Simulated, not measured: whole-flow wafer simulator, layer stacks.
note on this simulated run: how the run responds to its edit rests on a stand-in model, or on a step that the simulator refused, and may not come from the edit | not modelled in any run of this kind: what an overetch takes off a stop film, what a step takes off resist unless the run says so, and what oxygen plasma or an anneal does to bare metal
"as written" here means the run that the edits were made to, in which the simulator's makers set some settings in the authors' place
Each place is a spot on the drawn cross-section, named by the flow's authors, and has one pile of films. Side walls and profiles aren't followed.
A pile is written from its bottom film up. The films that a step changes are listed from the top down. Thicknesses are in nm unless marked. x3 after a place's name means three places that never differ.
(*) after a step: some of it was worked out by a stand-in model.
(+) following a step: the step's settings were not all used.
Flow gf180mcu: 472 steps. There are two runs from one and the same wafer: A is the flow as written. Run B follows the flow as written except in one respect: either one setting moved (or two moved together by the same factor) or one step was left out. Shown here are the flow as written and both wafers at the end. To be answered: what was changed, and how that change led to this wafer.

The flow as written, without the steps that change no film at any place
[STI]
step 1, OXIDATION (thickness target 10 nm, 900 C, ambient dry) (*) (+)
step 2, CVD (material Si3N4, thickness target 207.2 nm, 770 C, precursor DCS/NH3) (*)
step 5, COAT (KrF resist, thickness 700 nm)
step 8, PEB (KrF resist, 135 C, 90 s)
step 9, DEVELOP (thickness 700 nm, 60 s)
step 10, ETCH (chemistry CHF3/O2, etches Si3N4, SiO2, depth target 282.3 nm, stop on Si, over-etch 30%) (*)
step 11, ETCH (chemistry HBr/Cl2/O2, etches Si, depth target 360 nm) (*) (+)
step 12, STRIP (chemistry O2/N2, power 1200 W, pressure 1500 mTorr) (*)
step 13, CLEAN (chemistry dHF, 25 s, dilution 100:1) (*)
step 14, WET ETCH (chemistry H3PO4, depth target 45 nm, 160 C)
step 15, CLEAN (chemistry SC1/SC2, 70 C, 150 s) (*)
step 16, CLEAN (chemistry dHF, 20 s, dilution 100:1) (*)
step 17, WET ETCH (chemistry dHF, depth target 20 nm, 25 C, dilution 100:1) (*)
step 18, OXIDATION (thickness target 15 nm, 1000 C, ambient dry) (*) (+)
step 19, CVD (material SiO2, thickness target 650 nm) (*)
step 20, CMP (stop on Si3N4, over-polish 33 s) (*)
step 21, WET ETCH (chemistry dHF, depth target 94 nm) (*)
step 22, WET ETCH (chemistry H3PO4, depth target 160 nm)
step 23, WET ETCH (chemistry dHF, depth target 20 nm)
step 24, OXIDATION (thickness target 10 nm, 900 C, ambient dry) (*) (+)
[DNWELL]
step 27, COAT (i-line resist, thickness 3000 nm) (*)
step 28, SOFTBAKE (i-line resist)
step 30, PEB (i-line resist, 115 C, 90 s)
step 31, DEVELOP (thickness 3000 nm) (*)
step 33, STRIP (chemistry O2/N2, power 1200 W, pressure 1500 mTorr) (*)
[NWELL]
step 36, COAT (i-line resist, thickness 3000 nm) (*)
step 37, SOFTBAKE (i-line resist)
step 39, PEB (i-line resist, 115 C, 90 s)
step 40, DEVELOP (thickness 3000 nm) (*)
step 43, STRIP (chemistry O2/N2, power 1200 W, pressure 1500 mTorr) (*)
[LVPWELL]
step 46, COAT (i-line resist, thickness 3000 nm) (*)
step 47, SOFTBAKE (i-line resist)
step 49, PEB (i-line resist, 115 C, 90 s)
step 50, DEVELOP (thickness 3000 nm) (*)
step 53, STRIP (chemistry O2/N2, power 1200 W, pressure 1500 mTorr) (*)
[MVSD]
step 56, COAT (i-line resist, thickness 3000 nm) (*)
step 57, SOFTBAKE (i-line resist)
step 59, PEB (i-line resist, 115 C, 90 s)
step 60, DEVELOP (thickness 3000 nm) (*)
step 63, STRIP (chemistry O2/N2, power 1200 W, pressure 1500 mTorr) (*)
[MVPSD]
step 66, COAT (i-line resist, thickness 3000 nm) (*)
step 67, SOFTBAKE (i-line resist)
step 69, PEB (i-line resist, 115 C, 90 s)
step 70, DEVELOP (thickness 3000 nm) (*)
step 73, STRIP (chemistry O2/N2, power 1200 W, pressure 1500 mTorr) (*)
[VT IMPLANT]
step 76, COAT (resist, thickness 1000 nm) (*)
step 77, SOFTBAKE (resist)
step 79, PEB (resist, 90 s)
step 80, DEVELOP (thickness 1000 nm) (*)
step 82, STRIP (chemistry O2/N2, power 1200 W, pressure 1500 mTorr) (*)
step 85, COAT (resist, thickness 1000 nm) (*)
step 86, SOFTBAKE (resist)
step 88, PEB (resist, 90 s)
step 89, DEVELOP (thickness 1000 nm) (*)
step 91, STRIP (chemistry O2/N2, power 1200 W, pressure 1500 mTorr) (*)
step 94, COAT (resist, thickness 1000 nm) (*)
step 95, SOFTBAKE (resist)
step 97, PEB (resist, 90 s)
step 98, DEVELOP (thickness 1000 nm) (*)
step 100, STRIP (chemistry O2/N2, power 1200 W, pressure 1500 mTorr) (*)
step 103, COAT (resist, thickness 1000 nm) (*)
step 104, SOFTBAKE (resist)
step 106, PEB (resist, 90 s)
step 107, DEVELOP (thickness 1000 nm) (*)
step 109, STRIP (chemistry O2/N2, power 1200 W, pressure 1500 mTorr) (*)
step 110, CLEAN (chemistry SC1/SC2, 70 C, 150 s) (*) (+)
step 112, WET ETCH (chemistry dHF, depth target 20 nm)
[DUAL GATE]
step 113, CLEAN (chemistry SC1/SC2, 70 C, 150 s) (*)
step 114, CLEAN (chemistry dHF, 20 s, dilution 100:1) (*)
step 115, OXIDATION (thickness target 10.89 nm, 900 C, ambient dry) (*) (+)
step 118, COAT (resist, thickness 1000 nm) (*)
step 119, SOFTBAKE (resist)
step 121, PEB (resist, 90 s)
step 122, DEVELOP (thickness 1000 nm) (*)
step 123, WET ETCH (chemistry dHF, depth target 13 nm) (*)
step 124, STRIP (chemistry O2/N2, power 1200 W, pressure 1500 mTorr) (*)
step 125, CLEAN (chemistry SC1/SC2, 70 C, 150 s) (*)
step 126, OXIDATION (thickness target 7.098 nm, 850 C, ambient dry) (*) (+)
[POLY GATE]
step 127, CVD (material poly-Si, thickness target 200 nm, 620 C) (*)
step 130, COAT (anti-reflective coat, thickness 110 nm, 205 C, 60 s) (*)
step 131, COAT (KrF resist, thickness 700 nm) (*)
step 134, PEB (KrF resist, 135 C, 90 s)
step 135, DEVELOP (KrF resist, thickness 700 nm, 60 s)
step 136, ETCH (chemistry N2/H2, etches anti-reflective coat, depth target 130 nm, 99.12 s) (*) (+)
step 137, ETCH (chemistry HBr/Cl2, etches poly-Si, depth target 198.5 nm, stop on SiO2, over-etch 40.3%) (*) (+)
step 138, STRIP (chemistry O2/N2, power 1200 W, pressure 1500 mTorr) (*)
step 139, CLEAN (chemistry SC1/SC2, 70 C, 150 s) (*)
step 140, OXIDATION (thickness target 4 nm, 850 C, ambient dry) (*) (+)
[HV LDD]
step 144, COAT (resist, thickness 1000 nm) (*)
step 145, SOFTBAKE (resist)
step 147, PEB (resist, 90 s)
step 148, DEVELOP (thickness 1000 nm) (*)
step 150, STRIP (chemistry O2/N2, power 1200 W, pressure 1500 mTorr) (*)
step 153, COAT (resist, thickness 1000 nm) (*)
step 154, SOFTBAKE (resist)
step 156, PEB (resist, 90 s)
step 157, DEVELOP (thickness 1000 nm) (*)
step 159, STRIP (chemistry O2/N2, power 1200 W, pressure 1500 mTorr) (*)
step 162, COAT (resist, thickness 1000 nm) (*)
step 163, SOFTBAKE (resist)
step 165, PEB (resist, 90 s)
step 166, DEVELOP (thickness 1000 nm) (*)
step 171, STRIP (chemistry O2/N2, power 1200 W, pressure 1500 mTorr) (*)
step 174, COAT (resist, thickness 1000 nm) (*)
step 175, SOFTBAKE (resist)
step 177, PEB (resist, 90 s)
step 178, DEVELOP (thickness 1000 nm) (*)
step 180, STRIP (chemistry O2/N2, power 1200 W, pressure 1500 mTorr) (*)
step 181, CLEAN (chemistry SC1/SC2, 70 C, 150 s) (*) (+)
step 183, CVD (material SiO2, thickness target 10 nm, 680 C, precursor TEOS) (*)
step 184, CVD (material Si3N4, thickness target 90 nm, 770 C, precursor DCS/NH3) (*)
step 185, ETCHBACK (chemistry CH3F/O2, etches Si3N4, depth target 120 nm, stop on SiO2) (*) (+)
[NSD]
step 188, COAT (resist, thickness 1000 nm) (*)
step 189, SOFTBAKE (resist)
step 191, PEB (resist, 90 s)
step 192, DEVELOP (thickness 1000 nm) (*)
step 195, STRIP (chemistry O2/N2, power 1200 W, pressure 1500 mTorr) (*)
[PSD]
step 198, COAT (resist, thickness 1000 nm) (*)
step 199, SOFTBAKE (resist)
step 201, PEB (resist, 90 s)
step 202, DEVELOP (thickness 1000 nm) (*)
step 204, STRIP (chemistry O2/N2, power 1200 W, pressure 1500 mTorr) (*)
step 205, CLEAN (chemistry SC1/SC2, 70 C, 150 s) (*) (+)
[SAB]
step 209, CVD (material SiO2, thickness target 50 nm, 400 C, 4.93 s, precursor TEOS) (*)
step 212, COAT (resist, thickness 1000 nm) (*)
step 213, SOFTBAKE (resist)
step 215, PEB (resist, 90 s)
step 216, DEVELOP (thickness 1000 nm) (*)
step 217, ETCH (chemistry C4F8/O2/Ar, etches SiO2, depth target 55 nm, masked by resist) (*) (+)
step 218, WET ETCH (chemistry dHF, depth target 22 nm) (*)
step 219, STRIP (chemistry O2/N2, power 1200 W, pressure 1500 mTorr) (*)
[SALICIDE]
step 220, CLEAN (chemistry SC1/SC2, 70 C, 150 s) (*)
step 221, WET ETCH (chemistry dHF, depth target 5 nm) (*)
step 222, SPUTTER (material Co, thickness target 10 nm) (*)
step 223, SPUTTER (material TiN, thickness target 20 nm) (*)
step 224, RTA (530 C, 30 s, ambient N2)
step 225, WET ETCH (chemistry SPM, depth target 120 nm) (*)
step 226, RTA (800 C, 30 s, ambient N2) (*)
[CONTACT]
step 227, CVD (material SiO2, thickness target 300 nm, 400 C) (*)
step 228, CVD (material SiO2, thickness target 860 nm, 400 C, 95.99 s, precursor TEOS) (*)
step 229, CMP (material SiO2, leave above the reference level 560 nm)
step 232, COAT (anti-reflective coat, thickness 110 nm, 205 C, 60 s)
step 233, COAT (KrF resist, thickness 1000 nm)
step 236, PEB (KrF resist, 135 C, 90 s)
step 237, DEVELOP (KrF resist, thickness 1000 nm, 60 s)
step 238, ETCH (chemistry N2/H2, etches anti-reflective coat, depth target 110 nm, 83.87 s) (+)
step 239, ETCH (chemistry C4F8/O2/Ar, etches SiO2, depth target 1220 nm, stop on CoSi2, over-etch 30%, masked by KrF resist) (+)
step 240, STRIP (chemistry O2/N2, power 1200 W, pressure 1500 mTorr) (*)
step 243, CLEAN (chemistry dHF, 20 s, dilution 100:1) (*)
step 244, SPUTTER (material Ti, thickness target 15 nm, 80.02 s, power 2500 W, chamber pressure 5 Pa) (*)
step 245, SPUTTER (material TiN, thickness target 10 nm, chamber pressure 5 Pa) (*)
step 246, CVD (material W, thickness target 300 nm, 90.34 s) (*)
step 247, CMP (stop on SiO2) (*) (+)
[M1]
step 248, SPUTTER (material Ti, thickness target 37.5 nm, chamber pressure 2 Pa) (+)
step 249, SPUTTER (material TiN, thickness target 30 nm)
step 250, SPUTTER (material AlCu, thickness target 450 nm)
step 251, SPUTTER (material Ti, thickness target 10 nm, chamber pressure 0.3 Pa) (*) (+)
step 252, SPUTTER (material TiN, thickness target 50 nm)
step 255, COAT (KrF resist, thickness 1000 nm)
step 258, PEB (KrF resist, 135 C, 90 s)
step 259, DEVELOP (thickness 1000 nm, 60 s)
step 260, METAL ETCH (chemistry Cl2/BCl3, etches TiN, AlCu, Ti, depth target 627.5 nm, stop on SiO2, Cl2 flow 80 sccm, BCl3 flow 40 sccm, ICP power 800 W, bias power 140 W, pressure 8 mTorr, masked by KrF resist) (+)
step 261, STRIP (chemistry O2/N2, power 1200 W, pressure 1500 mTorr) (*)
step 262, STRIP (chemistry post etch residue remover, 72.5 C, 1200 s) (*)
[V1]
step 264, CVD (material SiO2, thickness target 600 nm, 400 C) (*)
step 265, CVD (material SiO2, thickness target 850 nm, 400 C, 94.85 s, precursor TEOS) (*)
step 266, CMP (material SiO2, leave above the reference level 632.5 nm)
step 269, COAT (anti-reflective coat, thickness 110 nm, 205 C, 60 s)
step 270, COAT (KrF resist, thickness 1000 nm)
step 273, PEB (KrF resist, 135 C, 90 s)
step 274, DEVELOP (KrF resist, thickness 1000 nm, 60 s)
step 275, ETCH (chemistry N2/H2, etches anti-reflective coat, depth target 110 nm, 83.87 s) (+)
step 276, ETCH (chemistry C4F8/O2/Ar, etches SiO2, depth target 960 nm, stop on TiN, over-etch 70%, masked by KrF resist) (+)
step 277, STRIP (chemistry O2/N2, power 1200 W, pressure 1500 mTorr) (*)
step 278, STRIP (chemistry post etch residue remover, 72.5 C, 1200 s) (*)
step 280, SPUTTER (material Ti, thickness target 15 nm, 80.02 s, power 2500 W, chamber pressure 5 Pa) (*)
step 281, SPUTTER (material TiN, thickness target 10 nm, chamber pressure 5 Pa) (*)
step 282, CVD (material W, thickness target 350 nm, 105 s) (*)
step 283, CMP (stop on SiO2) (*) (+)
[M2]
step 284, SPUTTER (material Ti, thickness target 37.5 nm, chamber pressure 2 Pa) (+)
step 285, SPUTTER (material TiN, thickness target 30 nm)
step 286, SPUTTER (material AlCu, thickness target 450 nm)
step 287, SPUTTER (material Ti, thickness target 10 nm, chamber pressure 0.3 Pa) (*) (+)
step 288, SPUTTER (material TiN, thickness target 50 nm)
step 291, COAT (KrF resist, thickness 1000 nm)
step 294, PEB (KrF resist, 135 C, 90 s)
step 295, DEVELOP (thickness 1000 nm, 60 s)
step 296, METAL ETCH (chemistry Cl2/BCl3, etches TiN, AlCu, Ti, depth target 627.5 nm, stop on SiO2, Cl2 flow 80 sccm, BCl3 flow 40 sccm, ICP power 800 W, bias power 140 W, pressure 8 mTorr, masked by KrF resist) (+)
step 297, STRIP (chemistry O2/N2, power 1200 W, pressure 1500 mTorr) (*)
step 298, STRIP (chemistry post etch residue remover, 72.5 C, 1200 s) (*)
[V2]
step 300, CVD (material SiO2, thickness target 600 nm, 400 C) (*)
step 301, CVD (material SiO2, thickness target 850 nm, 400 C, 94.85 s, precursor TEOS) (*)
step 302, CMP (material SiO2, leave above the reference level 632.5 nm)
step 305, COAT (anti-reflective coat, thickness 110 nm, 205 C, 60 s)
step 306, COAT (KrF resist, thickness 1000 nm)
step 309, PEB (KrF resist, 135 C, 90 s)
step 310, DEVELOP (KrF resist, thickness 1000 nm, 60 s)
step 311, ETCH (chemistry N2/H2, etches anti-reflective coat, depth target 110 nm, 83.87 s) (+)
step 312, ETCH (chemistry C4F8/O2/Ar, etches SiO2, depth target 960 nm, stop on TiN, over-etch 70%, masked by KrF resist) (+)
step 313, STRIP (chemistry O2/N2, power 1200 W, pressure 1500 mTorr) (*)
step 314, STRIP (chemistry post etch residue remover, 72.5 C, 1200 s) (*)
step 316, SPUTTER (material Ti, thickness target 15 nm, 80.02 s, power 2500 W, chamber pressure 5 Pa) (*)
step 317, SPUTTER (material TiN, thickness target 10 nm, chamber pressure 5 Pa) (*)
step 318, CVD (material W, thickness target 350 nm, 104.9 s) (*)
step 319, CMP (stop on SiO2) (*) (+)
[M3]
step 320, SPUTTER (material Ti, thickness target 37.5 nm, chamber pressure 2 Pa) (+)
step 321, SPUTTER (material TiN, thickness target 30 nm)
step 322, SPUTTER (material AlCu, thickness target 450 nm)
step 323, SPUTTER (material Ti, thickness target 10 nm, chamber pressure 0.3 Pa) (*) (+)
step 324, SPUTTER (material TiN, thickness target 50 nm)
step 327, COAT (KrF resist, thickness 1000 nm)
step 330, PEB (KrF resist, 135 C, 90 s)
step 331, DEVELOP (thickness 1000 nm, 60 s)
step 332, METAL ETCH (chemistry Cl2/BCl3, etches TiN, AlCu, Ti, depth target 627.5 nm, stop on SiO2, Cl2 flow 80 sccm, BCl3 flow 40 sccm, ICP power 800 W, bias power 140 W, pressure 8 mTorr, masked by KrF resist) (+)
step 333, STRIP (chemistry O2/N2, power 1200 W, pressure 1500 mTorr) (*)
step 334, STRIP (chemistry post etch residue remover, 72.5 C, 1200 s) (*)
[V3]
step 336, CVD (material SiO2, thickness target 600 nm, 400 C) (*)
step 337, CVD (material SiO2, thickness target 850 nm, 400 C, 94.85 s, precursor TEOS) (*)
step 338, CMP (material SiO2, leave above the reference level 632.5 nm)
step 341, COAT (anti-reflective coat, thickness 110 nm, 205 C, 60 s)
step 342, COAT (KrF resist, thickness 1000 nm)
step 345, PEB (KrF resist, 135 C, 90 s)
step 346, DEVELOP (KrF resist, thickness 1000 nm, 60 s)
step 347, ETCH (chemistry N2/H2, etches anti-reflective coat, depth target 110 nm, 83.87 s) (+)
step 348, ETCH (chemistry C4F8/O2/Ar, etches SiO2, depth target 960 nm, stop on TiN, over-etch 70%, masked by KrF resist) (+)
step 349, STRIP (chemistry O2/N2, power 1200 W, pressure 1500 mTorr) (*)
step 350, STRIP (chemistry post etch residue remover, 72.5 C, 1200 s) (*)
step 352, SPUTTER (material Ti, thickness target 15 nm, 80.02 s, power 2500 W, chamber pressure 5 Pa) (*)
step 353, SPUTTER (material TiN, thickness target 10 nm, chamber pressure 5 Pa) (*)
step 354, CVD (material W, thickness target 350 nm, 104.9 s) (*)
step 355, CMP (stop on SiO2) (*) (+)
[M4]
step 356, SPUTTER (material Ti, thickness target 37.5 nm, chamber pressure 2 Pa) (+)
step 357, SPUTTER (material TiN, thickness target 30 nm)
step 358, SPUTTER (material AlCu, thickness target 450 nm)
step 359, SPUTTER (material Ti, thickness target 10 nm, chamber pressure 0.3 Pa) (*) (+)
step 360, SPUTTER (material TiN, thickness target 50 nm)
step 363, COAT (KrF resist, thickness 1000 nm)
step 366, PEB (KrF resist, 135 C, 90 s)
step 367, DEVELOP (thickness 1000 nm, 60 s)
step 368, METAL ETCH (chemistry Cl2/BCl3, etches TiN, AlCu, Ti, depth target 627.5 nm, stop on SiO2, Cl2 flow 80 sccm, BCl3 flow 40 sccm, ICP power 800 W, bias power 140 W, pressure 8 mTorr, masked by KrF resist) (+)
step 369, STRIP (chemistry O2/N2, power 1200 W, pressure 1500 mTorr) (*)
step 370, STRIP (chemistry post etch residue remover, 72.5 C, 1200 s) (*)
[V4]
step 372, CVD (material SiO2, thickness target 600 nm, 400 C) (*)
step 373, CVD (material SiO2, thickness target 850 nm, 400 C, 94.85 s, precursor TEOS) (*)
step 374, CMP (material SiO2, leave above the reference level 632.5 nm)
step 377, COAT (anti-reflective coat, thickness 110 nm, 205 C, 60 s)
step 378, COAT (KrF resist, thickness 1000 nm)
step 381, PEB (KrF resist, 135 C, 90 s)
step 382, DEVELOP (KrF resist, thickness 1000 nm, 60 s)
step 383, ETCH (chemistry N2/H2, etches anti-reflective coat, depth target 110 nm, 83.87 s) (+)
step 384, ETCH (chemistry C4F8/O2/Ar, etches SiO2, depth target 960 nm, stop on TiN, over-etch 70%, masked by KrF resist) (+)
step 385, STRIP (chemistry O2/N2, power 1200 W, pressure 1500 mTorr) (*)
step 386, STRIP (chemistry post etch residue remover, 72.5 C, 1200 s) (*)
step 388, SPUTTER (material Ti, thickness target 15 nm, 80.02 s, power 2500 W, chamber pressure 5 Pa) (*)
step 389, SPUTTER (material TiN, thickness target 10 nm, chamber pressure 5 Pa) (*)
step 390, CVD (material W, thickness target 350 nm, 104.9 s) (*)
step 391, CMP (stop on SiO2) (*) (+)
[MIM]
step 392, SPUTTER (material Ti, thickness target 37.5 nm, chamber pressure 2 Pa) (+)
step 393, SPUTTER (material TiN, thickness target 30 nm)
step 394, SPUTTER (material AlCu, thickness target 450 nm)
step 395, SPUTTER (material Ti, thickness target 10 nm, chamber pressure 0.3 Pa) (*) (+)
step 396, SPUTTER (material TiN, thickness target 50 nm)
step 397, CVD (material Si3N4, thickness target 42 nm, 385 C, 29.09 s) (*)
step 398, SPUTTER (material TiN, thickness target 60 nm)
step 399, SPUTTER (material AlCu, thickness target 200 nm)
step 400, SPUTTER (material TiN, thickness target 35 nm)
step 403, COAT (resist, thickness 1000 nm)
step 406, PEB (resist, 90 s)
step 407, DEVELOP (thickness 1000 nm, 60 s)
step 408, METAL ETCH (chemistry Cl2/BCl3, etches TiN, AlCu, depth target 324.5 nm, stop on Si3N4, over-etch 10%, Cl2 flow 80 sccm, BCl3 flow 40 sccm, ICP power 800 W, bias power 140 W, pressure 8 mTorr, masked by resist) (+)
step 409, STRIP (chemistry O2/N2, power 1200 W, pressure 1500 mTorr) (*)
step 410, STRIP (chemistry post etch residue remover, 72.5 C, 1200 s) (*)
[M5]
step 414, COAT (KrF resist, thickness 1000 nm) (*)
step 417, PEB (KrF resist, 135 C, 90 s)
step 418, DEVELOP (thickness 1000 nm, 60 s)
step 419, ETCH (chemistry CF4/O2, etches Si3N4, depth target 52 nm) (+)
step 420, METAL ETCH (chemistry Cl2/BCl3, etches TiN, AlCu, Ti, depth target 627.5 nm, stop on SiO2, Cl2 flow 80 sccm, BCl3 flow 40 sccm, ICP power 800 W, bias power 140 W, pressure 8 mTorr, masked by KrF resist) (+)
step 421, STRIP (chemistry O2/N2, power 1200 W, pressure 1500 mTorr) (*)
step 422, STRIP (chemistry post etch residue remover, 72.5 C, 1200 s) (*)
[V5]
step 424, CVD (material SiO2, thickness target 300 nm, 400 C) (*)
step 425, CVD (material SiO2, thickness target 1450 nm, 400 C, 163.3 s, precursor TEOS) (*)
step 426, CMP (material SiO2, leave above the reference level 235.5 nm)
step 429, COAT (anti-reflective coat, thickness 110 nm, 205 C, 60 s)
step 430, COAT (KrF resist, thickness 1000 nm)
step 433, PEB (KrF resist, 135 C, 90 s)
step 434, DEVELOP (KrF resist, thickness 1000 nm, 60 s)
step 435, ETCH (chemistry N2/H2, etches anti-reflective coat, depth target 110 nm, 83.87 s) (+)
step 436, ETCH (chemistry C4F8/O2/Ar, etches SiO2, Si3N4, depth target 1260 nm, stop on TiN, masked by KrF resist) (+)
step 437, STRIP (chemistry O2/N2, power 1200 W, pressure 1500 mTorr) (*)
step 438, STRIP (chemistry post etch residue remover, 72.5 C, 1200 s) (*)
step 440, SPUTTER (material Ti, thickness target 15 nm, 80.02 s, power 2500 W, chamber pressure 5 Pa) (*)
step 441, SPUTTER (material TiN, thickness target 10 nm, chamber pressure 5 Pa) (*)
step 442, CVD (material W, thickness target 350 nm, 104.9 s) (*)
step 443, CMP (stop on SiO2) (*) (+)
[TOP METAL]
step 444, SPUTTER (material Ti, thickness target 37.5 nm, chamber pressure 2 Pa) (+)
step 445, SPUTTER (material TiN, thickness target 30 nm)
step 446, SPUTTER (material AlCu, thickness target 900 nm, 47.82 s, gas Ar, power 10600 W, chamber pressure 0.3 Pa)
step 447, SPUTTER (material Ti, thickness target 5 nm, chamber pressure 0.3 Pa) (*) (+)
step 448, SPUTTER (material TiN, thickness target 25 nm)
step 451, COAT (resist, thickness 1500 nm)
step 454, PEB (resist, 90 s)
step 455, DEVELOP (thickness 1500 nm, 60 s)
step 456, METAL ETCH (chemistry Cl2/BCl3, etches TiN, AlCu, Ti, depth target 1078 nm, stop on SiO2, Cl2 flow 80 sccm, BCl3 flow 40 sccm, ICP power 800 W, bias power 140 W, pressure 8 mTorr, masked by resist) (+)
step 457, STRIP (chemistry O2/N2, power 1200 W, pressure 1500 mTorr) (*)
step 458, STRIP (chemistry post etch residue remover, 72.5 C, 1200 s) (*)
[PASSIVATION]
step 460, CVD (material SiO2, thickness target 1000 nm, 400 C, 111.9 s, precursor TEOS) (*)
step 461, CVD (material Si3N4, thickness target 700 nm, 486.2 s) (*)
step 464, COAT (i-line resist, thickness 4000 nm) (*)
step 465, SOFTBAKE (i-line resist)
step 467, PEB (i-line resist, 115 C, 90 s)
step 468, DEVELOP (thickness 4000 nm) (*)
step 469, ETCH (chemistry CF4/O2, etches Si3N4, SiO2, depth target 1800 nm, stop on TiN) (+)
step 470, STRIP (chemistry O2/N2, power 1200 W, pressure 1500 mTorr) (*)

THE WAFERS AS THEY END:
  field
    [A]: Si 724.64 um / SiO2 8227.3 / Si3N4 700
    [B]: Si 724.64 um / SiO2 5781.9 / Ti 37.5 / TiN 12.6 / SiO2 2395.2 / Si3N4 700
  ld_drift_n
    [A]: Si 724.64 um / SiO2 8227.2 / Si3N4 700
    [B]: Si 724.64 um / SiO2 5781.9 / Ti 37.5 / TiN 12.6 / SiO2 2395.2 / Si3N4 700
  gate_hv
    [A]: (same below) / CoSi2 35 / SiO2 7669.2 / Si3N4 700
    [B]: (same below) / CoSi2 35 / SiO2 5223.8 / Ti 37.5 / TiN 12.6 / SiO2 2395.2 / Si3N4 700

Cause: step 420, METAL ETCH: depth target 525.5 nm was run, though the flow has depth target 627.5 nm.

Step by step, how the change led to this:
  step 420, METAL ETCH (chemistry Cl2/BCl3, etches TiN, AlCu, Ti, depth target 627.5 nm, stop on SiO2, Cl2 flow 80 sccm, BCl3 flow 40 sccm, ICP power 800 W, bias power 140 W, pressure 8 mTorr, masked by KrF resist) (+)
      field, field__w1, field__w2 and 101 more: A -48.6 TiN (all of it), -10 Ti (all of it), -450 AlCu (all of it), -30 TiN (all of it), -37.5 Ti (all of it) | B -48.6 TiN (all of it), -10 Ti (all of it), -450 AlCu (all of it), -16.9 TiN
      field__w4, field__w8, contact, m1, m1__w1, mim, mim_1p0, m1_nw: A -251 KrF resist | B -210.2 KrF resist
  step 421, STRIP (chemistry O2/N2, power 1200 W, pressure 1500 mTorr) (*)
      field__w8, m1__w1: A -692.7 KrF resist (all of it) | B -733.5 KrF resist (all of it)
      contact, m1: A -693.2 KrF resist (all of it) | B -734 KrF resist (all of it)
      (and at 4 other places as well)
  step 424, CVD (material SiO2, thickness target 300 nm, 400 C) (*)
      field, field__w1, field__w2 and 101 more: A +300 SiO2 | B +300 SiO2 (new film)
  step 426, CMP (material SiO2, leave above the reference level 235.5 nm)
      field, field__w1, field__w5 and 92 more: A -300.8 SiO2 | B -351 SiO2
      field__w2, field__w3, field__w12 and 6 more: A -272.7 SiO2 | B -325.1 SiO2
If metal films that touch count as one body, field has 1 body; the flow as written gives 0 bodies.
If metal films that touch count as one body, ld_drift_n has 1 body; the flow as written gives 0 bodies.
If metal films that touch count as one body, gate_hv has 2 bodies (between them, from the top down: SiO2 5223.8); the flow as written gives 1 body.
